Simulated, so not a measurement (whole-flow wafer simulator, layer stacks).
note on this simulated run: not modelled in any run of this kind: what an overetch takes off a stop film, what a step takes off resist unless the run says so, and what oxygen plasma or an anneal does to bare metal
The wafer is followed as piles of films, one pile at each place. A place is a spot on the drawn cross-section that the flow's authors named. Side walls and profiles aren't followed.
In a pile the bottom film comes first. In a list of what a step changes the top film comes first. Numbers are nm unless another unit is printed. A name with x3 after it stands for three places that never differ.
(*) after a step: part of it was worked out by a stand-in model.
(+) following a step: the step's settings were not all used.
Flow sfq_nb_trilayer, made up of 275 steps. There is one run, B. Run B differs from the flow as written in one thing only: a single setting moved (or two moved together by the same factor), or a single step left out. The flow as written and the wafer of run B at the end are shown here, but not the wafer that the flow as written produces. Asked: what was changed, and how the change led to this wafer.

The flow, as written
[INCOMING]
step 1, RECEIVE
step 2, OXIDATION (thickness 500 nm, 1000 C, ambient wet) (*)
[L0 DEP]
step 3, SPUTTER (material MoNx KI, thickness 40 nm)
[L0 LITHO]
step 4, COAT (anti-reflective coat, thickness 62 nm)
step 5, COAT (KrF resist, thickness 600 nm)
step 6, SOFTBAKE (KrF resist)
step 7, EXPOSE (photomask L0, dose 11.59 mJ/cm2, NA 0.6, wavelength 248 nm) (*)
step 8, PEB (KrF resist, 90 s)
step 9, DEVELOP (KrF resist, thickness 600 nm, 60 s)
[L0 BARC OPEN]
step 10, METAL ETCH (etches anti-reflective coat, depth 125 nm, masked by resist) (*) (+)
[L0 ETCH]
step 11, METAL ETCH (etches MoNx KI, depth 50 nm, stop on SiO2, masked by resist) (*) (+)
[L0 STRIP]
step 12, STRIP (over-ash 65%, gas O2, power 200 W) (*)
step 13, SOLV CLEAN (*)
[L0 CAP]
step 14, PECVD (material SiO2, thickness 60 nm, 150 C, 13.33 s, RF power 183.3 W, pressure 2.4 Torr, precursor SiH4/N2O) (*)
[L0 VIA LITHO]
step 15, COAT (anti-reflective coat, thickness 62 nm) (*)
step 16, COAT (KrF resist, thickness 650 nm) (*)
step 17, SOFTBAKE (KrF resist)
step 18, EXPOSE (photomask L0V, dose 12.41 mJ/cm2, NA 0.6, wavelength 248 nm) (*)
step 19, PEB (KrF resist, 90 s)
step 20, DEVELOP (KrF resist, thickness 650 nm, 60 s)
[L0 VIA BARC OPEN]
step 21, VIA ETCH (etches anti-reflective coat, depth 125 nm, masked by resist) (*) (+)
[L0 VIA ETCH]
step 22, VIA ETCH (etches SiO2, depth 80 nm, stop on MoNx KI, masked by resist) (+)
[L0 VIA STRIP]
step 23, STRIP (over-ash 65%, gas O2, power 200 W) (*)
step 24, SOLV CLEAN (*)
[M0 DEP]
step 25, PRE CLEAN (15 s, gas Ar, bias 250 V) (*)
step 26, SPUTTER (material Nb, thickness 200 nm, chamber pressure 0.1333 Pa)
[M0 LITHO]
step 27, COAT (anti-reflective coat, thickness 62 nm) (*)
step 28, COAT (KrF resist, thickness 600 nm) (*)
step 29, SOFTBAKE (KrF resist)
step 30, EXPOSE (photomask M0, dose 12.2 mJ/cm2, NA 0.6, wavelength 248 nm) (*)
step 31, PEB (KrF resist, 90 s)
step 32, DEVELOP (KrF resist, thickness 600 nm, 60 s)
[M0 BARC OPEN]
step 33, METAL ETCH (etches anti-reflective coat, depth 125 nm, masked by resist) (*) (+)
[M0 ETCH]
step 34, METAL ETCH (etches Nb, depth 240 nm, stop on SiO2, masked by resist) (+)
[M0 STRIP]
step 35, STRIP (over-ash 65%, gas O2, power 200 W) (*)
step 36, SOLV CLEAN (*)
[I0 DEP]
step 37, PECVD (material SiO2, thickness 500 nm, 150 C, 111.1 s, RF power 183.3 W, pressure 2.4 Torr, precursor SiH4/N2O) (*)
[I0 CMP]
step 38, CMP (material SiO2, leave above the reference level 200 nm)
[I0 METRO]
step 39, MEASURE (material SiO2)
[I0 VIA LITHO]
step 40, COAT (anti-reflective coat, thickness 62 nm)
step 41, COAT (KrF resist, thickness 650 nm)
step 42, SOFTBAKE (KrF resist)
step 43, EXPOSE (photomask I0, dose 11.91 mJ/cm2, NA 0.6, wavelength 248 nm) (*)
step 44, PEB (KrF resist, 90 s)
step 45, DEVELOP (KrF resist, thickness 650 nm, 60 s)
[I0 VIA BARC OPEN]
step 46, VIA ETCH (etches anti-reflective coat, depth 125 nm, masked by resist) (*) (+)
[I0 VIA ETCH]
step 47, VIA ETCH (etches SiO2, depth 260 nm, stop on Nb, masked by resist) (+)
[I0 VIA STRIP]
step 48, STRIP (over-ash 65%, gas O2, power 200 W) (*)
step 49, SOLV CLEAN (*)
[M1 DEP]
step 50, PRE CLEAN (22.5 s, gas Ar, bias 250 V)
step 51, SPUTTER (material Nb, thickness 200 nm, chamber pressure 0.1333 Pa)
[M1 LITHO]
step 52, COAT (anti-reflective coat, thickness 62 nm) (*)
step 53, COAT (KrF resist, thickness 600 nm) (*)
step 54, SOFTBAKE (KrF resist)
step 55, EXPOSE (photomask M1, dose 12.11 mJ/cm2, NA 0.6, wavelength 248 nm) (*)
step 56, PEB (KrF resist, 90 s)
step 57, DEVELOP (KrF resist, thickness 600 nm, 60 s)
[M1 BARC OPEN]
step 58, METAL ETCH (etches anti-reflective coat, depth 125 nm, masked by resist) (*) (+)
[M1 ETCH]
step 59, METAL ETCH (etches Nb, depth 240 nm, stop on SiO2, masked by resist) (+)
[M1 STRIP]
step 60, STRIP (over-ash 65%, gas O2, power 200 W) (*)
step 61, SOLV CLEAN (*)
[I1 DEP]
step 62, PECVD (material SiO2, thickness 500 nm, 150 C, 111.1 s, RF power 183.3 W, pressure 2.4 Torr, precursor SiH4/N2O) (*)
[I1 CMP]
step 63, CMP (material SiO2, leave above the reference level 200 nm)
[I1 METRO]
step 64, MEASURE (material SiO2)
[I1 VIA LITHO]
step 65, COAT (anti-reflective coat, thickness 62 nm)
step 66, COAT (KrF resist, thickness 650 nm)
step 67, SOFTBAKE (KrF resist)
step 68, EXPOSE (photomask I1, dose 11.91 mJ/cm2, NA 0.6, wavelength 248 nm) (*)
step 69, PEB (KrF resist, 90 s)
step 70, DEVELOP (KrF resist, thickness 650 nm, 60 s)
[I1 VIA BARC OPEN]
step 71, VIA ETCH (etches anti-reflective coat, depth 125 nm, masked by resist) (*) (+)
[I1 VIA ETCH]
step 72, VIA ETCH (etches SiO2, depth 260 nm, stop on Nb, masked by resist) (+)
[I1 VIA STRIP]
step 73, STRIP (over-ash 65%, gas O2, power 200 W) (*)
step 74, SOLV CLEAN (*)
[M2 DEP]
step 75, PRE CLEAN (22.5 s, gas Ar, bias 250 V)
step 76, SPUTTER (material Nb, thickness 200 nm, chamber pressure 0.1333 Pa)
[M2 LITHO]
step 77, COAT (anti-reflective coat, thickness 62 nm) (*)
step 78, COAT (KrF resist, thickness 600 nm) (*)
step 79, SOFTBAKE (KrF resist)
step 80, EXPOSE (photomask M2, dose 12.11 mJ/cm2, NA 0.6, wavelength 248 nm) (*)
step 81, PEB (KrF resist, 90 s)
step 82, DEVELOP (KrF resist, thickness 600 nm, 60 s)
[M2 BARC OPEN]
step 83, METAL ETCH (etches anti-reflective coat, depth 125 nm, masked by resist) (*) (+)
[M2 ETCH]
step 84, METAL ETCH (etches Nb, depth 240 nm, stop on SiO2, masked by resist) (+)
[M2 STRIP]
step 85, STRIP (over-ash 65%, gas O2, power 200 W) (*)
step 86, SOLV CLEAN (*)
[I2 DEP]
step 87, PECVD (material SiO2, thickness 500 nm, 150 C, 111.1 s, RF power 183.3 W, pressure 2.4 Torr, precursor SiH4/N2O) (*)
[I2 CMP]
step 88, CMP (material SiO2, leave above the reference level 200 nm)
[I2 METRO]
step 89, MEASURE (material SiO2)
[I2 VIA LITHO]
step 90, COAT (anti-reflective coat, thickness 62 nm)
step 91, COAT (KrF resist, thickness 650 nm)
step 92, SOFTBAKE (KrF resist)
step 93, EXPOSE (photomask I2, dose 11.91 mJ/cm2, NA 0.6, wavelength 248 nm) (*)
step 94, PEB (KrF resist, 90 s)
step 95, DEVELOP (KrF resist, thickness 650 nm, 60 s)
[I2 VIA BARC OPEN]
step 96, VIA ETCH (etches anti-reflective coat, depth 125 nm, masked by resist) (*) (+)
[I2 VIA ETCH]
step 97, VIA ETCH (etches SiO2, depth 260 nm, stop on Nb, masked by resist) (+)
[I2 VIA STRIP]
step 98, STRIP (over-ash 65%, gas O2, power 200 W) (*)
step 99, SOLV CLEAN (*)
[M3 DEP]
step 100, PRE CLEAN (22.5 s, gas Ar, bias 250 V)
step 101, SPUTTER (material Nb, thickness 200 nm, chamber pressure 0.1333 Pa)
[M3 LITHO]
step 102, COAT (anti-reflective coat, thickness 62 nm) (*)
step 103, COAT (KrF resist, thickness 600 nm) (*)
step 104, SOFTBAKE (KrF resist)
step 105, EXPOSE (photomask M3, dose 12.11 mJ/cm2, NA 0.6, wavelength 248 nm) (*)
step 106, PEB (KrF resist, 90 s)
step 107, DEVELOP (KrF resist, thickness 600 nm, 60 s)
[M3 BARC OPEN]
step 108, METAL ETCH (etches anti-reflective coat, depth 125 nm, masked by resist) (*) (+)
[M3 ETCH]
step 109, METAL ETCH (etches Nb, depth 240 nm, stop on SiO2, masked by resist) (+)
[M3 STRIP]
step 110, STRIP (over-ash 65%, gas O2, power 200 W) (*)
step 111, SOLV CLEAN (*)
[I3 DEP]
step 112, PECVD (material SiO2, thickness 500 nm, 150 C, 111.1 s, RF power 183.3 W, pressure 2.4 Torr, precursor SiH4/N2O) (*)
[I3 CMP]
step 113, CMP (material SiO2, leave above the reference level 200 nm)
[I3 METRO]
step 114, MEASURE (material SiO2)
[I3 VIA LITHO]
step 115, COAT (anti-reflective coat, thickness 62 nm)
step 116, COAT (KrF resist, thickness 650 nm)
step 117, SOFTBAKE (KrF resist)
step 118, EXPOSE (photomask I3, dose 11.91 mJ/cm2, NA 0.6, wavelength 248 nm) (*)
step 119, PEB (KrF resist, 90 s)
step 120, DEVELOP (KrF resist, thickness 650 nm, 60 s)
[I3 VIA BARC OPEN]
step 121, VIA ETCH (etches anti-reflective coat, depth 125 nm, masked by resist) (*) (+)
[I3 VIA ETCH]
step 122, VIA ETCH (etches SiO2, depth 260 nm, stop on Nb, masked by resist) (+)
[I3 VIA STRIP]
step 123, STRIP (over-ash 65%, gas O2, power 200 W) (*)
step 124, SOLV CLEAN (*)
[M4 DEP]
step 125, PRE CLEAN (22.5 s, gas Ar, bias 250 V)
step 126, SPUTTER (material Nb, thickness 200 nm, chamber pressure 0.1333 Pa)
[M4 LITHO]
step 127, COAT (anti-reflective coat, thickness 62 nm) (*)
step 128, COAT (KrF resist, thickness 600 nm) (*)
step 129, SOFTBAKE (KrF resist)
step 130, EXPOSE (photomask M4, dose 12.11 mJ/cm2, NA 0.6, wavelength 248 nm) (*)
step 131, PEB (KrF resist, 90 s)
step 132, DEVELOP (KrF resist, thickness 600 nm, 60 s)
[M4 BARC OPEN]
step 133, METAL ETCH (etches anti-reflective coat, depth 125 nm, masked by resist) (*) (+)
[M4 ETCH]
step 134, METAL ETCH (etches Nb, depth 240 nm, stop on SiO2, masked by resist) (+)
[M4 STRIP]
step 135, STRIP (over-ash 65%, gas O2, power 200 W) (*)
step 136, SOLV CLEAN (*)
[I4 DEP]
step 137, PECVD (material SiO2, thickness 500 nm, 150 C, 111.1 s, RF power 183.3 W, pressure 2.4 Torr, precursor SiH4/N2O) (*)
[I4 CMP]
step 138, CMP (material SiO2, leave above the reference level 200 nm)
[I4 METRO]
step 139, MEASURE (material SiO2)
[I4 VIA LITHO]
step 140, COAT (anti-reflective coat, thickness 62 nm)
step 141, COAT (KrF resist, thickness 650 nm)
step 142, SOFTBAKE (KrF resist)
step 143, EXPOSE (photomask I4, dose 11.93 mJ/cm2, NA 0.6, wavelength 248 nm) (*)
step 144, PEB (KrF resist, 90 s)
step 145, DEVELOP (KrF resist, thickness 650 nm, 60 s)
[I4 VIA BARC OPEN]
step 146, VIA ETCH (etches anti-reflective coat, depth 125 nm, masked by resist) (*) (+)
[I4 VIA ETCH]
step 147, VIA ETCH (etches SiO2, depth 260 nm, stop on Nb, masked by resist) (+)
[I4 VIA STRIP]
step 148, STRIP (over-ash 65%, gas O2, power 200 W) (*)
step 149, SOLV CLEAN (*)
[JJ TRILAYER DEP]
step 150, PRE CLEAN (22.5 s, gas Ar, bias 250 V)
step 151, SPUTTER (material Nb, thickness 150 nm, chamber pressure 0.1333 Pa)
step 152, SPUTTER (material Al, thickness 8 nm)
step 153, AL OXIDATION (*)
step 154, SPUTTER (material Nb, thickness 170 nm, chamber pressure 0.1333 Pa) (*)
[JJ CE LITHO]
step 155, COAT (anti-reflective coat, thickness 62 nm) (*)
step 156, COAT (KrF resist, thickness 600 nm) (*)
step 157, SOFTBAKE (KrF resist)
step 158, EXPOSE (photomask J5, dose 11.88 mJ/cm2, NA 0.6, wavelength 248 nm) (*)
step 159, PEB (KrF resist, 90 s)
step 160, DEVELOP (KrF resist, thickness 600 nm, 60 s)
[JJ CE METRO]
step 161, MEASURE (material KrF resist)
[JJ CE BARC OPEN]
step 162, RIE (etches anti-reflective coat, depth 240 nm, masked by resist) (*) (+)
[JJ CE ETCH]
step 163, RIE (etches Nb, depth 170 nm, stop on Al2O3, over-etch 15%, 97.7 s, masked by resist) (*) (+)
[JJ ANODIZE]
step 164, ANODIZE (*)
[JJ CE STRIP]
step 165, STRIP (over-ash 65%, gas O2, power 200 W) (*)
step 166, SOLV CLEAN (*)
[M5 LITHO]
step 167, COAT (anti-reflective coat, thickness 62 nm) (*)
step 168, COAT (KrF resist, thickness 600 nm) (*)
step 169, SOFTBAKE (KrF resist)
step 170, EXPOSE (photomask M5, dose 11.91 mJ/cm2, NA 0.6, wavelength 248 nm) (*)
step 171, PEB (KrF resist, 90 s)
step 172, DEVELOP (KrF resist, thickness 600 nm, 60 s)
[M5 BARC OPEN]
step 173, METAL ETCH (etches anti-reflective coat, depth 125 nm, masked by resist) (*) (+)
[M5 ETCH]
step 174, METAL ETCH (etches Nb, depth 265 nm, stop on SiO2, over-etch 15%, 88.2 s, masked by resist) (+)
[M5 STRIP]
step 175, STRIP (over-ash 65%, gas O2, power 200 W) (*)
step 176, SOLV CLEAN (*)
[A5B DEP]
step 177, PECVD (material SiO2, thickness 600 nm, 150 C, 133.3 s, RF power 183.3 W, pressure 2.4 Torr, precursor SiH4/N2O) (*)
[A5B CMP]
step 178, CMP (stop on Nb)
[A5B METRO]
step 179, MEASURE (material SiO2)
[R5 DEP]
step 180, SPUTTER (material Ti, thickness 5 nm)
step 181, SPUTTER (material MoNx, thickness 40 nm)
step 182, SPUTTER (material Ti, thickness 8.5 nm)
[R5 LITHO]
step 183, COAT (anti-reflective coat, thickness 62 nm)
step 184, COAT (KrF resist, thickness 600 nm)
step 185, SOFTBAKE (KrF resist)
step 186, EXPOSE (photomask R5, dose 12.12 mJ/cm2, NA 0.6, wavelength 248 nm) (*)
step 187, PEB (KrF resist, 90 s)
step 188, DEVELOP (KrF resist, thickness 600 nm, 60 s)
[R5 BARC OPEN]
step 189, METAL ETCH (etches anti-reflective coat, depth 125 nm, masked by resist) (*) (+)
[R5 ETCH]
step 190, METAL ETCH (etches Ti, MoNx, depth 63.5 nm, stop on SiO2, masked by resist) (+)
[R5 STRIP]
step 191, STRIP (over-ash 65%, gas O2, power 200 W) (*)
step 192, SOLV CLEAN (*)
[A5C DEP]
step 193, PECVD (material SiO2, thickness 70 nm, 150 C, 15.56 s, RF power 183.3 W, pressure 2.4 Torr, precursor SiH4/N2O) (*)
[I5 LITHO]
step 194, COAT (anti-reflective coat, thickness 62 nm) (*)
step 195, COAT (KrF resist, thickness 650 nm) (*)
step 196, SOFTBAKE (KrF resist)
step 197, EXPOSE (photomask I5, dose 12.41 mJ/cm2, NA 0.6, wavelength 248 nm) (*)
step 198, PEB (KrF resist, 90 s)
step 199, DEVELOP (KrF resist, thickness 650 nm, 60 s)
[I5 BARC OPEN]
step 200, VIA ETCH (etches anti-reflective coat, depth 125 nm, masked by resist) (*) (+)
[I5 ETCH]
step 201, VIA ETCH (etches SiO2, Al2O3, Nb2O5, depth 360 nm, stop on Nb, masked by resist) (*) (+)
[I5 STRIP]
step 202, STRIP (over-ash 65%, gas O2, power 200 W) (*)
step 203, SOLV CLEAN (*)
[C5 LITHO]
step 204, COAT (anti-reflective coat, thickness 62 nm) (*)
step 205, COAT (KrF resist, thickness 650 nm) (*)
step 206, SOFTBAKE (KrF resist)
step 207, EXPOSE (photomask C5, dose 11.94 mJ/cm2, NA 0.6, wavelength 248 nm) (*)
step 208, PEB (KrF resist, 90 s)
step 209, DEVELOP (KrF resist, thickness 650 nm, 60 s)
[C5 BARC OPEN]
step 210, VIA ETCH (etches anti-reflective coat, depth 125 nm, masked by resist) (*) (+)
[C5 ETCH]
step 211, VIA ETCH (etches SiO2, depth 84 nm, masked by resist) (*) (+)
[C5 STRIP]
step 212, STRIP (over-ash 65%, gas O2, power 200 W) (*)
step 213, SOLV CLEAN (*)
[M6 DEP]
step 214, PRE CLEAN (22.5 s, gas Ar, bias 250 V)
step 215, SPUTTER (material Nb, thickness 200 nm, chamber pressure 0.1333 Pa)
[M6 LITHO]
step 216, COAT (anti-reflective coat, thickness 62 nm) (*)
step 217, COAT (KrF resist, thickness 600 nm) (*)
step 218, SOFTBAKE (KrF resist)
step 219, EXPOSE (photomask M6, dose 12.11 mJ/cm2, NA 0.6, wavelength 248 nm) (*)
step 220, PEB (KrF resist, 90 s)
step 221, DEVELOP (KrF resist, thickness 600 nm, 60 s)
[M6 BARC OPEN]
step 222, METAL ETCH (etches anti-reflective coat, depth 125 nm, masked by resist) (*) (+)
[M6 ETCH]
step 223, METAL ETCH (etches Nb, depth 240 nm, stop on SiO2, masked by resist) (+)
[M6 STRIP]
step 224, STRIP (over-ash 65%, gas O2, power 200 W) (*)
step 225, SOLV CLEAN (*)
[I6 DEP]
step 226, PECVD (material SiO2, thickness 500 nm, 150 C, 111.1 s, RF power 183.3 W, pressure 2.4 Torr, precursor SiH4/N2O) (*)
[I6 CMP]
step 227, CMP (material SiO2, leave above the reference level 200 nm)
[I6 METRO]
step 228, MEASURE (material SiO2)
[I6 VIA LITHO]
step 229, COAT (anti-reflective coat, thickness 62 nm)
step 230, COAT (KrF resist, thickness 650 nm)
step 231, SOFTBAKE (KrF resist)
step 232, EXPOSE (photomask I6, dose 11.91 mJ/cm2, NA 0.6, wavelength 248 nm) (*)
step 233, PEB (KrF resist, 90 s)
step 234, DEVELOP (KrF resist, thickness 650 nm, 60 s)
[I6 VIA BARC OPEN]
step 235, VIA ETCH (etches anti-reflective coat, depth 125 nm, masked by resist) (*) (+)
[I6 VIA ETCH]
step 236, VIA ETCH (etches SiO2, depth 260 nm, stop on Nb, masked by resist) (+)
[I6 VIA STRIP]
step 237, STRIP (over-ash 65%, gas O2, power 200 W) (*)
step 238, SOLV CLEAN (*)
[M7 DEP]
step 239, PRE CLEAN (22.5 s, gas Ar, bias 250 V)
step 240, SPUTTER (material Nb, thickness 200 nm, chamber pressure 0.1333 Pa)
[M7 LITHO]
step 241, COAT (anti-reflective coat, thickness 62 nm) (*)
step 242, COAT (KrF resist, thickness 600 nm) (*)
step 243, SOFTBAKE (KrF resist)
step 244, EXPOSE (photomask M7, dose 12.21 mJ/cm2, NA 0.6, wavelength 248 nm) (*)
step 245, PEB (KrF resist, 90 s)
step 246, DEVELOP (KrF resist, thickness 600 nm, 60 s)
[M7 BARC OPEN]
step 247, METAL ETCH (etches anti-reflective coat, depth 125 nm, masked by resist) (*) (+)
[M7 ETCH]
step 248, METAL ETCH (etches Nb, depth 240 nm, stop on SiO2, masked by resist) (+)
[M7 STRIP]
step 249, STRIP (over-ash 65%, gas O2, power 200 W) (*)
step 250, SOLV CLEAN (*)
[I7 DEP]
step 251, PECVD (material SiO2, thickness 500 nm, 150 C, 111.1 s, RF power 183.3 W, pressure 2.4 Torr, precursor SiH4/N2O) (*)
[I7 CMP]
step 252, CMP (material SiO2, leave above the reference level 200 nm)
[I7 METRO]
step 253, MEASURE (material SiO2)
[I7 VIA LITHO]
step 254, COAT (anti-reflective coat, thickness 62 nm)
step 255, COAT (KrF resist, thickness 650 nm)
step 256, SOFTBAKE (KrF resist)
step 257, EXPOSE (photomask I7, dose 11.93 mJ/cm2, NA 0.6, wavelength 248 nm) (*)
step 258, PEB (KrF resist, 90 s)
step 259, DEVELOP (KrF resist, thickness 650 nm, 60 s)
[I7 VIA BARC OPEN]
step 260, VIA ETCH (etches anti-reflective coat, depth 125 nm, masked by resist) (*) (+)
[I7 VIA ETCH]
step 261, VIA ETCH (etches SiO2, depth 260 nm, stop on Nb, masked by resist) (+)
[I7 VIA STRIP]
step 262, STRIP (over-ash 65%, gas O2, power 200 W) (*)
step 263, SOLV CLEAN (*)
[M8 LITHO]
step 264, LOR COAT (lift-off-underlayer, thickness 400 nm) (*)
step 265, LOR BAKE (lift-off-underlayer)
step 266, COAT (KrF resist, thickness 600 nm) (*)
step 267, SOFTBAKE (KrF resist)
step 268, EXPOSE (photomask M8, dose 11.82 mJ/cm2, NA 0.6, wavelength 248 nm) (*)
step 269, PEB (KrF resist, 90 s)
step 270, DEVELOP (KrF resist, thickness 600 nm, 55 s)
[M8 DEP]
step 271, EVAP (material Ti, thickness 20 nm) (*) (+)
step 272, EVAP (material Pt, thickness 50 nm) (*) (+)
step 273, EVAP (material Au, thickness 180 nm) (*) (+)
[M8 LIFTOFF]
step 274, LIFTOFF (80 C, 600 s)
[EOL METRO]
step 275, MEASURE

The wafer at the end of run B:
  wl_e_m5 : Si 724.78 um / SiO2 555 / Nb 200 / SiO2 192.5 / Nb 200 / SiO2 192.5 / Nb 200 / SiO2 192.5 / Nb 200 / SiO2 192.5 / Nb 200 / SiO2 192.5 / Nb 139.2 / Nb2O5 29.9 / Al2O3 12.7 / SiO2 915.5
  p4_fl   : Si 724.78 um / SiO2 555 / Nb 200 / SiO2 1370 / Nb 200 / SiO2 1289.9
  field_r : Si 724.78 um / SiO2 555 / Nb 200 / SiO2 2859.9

What caused this: step 227, CMP: leave above the reference level 114 nm was run, whereas the flow has leave above the reference level 200 nm.

Step by step, how the change led to this:
  step 227, CMP (material SiO2, leave above the reference level 200 nm)
      field_l, p4_fl, p4_fm and 59 more: SiO2 loses 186 (as written it would have been: SiO2 loses 100)
      v_sur, via_wl, via_w and 15 more: SiO2 loses 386 (as written it would have been: SiO2 loses 300)
      (and at 26 other places as well)
  step 236, VIA ETCH (etches SiO2, depth 260 nm, stop on Nb, masked by resist) (+)
      field_l, v_sur, via_wl and 102 more: KrF resist loses 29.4 (as written it would have been: KrF resist loses 44.8)
      via_v: SiO2 loses 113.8 (all of it) (as written it would have been: SiO2 loses 199.8 (all of it))
  step 237, STRIP (over-ash 65%, gas O2, power 200 W) (*)
      field_l, v_sur, via_wl and 102 more: KrF resist loses 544 (all of it), anti-reflective coat loses 62 (all of it) (as written it would have been: KrF resist loses 528.6 (all of it), anti-reflective coat loses 62 (all of it))
  step 240, SPUTTER (material Nb, thickness 200 nm, chamber pressure 0.1333 Pa)
      via_v: Nb gains 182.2 (as written it would have been: Nb gains 161.1)
  step 241, COAT (anti-reflective coat, thickness 62 nm) (*)
      via_sp: anti-reflective coat gains 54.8 (new film) (as written it would have been: anti-reflective coat gains 53.1 (new film))
      via_v: anti-reflective coat gains 105.9 (new film) (as written it would have been: anti-reflective coat gains 126 (new film))
      (and at 1 other place as well)
  step 242, COAT (KrF resist, thickness 600 nm) (*)
      via_v: KrF resist gains 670 (new film) (as written it would have been: KrF resist gains 742.5 (new film))
  step 249, STRIP (over-ash 65%, gas O2, power 200 W) (*)
      via_sp: KrF resist loses 379.6 (all of it), anti-reflective coat loses 54.8 (all of it) (as written it would have been: KrF resist loses 373.6 (all of it), anti-reflective coat loses 53.1 (all of it))
      via_v: KrF resist loses 452.2 (all of it), anti-reflective coat loses 105.9 (all of it) (as written it would have been: KrF resist loses 524.5 (all of it), anti-reflective coat loses 126 (all of it))
      (and at 1 other place as well)
  step 251, PECVD (material SiO2, thickness 500 nm, 150 C, 111.1 s, RF power 183.3 W, pressure 2.4 Torr, precursor SiH4/N2O) (*)
      via_v: SiO2 gains 500 (new film) (as written it would have been: SiO2 gains 621 (new film))
  step 252, CMP (material SiO2, leave above the reference level 200 nm)
      via_v: SiO2 loses 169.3 (as written it would have been: SiO2 loses 183.1)
